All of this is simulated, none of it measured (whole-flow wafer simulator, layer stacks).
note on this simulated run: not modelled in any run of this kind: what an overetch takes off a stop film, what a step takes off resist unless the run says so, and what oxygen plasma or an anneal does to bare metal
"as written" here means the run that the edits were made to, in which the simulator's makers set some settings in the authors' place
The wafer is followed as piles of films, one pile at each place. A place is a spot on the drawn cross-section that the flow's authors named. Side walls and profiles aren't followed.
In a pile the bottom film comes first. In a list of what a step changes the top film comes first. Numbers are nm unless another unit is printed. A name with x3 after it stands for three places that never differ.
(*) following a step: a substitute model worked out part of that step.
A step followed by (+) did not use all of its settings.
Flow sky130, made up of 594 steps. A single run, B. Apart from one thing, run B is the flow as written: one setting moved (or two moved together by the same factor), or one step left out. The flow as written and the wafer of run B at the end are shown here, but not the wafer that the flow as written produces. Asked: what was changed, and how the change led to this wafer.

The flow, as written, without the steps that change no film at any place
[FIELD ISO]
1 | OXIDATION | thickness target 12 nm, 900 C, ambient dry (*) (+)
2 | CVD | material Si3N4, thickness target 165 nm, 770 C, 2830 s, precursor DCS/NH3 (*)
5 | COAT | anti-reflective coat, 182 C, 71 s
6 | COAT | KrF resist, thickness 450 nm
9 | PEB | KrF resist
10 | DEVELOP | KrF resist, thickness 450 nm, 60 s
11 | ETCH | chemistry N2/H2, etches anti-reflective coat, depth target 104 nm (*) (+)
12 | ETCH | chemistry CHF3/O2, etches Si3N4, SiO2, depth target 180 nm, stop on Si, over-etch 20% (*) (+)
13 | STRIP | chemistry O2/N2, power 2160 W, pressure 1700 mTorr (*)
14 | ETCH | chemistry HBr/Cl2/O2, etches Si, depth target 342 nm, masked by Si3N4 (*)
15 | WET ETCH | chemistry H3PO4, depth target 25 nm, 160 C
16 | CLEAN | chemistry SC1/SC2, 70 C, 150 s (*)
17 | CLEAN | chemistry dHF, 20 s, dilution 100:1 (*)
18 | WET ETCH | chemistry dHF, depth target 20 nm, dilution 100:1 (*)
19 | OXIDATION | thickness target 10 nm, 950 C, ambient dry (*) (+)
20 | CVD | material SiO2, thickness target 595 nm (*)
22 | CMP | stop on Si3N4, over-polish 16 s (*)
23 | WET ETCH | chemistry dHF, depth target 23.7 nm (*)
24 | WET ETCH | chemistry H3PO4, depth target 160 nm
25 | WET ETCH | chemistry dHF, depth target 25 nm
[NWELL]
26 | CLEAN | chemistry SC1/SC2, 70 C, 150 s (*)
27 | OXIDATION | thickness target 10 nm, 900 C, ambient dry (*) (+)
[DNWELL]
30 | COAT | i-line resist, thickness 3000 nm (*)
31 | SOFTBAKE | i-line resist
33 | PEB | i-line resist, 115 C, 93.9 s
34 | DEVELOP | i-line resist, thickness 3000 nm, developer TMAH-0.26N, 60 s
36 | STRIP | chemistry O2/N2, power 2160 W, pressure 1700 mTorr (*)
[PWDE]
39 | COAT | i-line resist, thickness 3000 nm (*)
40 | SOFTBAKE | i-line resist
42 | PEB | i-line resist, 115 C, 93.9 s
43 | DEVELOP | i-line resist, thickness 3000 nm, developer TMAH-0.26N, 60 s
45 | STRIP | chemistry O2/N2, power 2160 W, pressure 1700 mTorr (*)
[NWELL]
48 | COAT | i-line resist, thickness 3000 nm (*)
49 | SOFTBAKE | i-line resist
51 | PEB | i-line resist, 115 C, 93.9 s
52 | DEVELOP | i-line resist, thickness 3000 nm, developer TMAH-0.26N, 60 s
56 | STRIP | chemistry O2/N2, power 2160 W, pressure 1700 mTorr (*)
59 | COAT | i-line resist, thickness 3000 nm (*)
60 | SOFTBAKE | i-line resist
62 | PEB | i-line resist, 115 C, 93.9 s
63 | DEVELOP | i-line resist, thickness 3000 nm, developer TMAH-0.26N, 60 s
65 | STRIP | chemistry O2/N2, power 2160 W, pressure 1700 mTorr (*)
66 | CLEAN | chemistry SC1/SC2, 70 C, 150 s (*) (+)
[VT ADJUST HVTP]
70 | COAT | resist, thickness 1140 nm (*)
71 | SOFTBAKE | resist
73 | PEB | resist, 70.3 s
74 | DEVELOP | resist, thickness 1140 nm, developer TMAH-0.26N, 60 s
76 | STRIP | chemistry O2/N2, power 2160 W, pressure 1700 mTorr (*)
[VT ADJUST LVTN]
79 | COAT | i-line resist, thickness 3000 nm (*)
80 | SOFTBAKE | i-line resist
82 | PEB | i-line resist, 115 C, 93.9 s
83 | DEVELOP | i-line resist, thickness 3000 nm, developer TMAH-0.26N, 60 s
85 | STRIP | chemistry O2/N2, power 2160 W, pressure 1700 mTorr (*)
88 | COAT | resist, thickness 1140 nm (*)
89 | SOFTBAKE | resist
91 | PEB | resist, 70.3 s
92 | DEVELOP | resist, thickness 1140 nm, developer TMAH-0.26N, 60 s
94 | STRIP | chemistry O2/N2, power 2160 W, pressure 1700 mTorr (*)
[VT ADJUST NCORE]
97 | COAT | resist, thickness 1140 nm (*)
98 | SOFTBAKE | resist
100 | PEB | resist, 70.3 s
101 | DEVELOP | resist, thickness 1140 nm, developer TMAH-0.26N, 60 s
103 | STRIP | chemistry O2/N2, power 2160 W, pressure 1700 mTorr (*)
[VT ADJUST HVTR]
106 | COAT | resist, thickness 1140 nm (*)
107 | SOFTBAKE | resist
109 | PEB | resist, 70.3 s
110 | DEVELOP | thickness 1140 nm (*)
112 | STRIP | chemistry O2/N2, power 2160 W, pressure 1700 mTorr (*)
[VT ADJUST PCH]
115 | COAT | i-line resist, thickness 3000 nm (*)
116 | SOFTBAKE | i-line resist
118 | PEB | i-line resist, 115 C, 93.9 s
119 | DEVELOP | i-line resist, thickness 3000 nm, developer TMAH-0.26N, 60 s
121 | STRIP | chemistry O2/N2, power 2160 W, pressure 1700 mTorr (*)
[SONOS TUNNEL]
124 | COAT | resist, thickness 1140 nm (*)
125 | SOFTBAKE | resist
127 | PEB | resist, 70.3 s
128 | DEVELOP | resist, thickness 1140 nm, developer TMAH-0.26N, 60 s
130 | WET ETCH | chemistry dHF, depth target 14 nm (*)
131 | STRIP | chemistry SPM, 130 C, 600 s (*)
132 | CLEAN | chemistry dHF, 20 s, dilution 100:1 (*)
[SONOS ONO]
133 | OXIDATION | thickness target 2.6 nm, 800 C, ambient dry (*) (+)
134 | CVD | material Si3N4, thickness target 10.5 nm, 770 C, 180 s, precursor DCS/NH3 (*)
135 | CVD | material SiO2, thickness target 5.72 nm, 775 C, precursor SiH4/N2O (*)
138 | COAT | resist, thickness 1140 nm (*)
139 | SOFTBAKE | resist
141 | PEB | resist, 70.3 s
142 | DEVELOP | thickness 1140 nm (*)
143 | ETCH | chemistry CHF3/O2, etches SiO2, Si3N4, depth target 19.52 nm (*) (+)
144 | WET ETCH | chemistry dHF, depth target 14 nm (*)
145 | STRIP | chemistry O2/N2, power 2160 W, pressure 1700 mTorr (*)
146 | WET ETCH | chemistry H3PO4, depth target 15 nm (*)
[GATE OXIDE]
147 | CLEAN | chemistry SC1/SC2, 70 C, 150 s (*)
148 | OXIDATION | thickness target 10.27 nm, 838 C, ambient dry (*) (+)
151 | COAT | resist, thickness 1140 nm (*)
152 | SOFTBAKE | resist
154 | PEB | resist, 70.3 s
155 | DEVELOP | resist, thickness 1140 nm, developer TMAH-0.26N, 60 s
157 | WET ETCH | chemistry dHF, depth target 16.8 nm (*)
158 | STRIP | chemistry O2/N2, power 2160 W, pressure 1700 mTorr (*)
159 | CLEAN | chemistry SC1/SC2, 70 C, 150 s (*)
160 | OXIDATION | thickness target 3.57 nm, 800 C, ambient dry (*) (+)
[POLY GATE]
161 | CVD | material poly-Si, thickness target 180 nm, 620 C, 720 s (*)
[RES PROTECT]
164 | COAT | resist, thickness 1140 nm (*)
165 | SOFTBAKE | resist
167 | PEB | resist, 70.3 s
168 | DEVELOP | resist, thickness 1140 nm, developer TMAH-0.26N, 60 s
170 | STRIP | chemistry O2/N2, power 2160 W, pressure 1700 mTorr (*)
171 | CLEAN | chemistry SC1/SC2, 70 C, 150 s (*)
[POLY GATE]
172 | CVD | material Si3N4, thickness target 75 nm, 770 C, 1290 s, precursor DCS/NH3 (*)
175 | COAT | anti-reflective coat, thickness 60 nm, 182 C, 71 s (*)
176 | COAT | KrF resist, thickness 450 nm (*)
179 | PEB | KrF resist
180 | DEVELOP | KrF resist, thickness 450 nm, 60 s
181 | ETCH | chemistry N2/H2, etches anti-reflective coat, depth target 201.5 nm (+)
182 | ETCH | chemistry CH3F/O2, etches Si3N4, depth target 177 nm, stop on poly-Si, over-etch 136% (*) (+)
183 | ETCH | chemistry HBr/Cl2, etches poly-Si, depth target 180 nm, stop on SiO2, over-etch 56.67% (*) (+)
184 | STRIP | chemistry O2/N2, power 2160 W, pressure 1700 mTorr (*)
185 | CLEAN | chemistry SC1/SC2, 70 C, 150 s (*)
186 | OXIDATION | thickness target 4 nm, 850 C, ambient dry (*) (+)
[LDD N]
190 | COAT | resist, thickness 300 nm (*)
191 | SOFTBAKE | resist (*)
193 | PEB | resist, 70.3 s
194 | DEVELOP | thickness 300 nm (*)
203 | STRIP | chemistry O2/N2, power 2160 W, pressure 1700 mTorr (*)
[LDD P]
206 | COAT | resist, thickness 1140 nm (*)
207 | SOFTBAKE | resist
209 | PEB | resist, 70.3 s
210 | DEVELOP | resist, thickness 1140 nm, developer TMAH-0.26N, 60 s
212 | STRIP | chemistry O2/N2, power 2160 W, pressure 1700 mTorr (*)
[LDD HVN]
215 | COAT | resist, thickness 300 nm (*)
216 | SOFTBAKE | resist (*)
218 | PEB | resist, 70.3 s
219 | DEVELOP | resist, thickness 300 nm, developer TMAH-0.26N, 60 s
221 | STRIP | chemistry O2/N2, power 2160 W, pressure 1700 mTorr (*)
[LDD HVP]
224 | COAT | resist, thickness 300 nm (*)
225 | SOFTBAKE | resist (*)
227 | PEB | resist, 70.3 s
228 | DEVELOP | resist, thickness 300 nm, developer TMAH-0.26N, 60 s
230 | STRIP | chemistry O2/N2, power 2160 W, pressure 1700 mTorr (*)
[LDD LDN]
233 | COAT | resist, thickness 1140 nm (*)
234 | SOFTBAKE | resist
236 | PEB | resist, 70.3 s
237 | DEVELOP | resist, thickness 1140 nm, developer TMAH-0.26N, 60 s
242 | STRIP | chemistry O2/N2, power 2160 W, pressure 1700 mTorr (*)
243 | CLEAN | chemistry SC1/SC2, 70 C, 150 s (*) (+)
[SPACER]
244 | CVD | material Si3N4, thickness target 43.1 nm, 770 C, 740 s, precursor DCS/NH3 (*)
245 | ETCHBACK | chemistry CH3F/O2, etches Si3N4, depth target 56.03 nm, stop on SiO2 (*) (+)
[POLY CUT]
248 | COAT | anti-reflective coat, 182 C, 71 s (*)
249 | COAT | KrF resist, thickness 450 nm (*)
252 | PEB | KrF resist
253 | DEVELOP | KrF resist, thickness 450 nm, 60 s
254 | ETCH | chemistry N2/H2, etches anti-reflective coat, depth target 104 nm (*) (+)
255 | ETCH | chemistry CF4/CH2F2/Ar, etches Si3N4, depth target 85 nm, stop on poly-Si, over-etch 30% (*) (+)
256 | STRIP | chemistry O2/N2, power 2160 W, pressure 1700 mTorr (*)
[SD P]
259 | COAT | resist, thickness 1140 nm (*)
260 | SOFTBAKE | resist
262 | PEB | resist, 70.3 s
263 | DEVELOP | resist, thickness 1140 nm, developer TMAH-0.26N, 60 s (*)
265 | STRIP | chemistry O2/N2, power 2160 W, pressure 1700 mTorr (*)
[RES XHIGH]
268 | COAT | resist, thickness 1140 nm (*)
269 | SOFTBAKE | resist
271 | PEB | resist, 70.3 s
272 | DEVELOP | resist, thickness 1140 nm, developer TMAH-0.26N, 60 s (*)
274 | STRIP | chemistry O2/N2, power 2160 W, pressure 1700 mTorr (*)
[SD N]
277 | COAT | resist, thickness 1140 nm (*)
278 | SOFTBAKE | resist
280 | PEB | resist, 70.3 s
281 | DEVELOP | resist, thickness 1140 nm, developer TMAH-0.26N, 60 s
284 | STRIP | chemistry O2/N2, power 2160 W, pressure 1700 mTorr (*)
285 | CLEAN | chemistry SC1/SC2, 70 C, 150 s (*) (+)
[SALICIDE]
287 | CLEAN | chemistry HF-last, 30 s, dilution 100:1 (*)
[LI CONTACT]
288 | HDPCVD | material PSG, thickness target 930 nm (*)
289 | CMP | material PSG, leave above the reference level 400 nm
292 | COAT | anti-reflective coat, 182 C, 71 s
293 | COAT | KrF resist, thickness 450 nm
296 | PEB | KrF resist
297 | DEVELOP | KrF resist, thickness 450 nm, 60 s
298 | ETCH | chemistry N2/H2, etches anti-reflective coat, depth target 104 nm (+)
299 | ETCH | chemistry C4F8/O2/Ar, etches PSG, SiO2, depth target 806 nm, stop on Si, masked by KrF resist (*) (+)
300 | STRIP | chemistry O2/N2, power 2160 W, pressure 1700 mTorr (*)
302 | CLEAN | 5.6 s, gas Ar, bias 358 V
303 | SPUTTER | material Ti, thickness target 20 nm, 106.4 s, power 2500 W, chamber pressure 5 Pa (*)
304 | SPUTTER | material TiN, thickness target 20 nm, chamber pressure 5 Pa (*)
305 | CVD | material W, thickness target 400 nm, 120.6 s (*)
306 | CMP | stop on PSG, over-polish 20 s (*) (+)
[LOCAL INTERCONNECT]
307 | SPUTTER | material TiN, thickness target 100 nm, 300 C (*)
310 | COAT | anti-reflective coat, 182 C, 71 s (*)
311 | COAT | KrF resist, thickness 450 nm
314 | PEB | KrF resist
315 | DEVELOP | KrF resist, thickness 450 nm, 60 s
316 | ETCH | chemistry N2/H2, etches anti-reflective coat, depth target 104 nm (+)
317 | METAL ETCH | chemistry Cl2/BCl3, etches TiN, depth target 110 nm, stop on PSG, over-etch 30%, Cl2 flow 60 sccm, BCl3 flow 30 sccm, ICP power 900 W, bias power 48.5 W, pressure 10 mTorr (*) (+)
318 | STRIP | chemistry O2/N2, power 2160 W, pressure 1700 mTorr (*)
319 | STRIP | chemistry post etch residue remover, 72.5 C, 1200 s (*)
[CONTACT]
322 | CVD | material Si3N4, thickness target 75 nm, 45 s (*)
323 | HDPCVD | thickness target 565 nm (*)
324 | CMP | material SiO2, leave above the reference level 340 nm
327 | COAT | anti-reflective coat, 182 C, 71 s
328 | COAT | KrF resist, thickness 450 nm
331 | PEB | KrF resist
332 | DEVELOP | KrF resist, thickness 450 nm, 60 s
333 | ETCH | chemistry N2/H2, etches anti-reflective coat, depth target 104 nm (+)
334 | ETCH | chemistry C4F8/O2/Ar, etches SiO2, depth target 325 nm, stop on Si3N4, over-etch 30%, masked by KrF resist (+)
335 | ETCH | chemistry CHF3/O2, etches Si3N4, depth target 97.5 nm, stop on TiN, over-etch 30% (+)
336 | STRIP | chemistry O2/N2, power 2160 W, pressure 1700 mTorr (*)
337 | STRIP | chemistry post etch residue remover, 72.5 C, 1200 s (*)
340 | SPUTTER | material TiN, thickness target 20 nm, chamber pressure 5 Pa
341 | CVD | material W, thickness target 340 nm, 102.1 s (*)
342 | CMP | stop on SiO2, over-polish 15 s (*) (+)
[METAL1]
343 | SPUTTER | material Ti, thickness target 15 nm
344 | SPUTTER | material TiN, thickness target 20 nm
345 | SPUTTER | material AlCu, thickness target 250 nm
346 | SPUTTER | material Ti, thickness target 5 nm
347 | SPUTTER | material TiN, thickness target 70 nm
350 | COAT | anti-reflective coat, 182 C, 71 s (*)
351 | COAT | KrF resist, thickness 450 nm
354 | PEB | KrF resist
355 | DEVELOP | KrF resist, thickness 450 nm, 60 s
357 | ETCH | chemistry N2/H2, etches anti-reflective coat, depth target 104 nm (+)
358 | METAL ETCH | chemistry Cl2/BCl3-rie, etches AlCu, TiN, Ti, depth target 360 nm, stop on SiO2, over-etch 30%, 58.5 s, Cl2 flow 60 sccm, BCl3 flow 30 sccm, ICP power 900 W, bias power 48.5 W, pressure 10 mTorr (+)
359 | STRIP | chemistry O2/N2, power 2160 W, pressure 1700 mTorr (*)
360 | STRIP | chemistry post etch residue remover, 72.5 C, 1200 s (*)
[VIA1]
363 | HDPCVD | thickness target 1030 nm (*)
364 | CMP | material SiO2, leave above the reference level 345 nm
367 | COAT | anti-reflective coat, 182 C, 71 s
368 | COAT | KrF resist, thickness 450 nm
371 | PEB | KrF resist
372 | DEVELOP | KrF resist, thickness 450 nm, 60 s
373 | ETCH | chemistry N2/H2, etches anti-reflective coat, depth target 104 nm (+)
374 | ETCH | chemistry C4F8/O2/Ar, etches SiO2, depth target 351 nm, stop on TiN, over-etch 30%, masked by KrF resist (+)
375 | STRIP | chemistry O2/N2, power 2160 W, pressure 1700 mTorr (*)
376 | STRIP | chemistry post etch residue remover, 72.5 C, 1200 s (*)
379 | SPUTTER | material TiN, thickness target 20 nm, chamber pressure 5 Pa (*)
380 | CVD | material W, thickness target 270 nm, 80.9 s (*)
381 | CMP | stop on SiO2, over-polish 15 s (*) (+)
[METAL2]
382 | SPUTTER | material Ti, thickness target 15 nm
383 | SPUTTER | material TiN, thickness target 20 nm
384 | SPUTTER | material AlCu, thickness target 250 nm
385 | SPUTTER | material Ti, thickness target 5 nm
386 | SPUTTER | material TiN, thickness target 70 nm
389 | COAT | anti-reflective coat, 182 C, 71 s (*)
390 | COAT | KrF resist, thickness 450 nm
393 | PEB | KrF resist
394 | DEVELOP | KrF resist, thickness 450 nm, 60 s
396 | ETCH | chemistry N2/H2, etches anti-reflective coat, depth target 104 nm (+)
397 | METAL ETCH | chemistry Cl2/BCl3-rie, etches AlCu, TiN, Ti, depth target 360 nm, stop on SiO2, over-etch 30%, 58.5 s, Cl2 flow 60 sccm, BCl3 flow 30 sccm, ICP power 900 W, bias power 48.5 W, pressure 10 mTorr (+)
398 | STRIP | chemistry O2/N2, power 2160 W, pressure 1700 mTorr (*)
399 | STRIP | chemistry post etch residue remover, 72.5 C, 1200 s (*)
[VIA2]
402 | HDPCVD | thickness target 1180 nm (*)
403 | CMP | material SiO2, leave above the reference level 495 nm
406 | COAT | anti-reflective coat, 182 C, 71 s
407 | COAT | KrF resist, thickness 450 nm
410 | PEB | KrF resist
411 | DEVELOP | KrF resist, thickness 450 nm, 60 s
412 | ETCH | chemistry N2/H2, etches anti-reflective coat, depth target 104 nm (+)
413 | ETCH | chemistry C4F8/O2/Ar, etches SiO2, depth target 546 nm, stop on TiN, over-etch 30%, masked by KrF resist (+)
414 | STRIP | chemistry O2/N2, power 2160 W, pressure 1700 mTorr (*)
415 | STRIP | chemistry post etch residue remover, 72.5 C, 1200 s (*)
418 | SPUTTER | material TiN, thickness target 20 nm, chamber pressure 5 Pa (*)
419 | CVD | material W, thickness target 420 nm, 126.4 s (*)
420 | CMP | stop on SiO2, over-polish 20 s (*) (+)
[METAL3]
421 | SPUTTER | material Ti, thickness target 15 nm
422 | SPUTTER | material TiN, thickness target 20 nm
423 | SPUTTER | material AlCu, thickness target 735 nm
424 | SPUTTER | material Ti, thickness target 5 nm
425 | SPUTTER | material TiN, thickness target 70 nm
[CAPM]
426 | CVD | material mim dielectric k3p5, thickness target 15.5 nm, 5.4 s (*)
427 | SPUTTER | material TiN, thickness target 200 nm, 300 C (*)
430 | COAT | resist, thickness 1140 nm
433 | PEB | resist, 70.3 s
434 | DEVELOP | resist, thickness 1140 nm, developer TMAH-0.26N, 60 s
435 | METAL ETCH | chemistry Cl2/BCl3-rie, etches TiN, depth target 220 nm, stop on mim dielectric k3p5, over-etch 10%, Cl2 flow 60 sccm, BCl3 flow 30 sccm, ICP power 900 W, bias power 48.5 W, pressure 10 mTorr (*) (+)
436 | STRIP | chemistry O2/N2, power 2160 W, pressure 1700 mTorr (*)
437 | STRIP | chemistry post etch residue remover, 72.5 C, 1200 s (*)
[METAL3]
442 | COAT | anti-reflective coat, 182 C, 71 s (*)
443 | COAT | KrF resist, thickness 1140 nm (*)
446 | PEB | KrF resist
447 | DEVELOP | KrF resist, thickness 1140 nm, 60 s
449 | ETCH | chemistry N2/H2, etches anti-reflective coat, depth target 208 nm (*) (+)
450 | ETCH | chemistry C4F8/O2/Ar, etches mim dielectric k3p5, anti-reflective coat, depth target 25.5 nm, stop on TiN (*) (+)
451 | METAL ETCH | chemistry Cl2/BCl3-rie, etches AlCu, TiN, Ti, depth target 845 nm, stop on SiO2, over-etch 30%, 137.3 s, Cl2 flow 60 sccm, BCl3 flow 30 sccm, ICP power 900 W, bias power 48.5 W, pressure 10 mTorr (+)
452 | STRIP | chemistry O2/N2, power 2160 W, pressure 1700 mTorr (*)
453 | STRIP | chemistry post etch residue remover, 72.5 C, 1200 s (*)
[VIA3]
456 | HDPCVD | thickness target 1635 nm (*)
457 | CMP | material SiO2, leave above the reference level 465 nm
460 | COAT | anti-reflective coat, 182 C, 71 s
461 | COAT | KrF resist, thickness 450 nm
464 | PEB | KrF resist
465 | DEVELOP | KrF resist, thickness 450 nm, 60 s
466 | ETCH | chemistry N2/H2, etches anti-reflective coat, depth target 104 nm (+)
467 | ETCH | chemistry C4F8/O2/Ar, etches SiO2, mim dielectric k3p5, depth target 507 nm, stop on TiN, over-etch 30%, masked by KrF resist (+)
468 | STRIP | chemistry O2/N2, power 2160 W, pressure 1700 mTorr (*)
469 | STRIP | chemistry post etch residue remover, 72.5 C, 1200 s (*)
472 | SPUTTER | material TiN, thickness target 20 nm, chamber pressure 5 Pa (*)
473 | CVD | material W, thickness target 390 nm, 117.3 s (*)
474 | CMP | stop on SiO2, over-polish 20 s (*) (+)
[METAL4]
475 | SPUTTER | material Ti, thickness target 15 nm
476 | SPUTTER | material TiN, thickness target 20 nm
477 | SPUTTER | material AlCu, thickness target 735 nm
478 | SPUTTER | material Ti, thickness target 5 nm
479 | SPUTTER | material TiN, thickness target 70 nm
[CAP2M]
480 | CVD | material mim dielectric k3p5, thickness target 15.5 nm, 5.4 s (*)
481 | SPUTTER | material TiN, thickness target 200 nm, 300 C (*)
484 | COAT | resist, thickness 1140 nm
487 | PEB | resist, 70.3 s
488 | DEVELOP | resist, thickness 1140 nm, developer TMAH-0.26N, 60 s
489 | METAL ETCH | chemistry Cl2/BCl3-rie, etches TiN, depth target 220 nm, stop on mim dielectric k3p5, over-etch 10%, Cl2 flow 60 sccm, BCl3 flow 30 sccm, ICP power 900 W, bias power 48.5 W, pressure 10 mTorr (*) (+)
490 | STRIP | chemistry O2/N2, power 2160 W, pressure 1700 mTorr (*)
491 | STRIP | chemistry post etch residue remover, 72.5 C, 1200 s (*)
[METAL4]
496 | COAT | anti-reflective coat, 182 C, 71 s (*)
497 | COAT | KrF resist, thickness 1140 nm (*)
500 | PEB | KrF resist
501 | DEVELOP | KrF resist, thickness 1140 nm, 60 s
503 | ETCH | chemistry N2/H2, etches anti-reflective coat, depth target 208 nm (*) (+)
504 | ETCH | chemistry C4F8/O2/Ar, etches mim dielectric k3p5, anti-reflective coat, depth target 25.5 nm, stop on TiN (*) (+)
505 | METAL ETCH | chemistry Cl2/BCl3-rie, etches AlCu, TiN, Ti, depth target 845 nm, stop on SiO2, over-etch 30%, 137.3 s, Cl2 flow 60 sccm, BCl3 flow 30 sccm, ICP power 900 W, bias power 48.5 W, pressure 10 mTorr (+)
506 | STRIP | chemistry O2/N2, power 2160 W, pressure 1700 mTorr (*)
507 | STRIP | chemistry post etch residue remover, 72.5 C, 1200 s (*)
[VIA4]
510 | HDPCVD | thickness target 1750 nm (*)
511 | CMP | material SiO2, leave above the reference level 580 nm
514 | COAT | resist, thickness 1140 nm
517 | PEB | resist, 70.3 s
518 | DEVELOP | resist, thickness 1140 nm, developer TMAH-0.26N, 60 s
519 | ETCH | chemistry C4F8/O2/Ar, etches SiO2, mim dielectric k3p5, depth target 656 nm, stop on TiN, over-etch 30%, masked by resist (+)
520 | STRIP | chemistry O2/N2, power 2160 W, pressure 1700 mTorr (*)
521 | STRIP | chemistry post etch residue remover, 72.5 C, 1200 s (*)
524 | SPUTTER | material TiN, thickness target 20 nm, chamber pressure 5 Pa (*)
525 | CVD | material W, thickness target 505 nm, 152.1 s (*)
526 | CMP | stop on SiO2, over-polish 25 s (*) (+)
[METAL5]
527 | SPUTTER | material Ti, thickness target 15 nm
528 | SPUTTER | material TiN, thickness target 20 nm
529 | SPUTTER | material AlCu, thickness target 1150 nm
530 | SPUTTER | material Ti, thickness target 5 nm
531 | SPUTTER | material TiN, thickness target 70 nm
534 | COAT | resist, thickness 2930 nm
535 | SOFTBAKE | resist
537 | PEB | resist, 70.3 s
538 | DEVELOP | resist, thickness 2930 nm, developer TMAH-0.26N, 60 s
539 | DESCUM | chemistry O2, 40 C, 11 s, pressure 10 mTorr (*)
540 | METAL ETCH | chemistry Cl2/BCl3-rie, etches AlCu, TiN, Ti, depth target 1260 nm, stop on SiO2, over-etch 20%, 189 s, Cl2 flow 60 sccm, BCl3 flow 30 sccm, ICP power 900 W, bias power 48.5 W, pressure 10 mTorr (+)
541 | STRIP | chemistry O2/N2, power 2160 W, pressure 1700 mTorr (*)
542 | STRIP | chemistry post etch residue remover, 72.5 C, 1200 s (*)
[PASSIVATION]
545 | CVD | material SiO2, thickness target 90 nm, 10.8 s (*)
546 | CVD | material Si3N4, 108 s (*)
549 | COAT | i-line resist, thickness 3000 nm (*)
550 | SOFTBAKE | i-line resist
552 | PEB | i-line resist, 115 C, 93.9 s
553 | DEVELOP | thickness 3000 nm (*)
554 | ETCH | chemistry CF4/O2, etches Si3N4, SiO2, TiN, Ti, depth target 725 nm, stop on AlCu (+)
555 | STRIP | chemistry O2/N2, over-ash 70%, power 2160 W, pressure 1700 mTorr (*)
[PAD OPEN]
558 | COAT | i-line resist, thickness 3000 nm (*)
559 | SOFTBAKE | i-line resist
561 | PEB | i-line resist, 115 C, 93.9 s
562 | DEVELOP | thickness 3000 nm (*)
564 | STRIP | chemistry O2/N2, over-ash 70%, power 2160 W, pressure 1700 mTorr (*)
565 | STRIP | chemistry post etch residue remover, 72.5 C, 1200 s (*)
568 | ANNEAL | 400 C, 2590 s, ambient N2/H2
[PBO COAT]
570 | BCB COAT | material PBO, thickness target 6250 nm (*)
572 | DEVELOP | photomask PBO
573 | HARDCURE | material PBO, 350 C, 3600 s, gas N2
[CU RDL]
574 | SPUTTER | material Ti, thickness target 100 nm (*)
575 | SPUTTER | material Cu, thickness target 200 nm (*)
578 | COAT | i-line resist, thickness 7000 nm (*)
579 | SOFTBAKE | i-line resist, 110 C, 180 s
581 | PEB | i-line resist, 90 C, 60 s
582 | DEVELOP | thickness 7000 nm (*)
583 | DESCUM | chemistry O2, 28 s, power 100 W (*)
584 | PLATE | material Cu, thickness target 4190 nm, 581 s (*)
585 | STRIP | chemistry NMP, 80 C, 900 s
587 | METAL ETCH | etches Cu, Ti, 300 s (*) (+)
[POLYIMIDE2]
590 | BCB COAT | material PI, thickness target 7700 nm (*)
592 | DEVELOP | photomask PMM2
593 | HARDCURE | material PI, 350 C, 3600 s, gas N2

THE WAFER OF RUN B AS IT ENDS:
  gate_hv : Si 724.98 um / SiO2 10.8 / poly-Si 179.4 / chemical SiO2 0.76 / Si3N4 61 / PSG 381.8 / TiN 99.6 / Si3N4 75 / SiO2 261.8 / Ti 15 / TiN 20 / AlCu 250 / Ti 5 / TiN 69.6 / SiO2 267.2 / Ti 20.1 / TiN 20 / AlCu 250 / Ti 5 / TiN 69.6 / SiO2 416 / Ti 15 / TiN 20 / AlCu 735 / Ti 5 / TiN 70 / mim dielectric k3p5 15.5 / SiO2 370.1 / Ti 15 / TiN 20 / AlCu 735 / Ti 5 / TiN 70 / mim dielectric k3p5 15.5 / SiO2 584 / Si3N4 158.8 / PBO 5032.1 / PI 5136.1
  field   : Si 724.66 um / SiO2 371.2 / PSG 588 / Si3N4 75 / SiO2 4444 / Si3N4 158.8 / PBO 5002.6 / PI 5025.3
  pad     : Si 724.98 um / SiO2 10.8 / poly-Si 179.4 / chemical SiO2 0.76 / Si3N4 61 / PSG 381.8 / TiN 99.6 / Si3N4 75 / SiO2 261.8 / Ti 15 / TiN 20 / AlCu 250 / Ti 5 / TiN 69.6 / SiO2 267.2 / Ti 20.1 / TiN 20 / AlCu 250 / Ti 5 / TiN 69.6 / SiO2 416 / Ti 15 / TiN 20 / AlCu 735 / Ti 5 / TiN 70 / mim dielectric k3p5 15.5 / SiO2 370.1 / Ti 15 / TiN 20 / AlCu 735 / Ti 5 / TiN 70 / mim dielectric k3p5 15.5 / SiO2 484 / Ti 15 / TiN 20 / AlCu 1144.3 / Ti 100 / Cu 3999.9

What caused this: step 382, SPUTTER: thickness target 20.1 nm was run, whereas the flow has thickness target 15 nm.
One can read it off the wafer: gate_hv has Ti 20.1, and step 382 as written asks for 15 nm.

Step by step, how the change led to this:
  382 | SPUTTER | material Ti, thickness target 15 nm
      field, active, n_well and 188 more: +20.1 Ti (new film) (in the flow as written it would be: +15 Ti (new film))
  397 | METAL ETCH | chemistry Cl2/BCl3-rie, etches AlCu, TiN, Ti, depth target 360 nm, stop on SiO2, over-etch 30%, 58.5 s, Cl2 flow 60 sccm, BCl3 flow 30 sccm, ICP power 900 W, bias power 48.5 W, pressure 10 mTorr (+)
      field, active, gate and 82 more: -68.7 TiN (all of it), -5 Ti (all of it), -250 AlCu (all of it), -20 TiN (all of it), -20.1 Ti (all of it), -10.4 SiO2 (in the flow as written it would be: -68.7 TiN (all of it), -5 Ti (all of it), -250 AlCu (all of it), -20 TiN (all of it), -15 Ti (all of it), -10.9 SiO2)
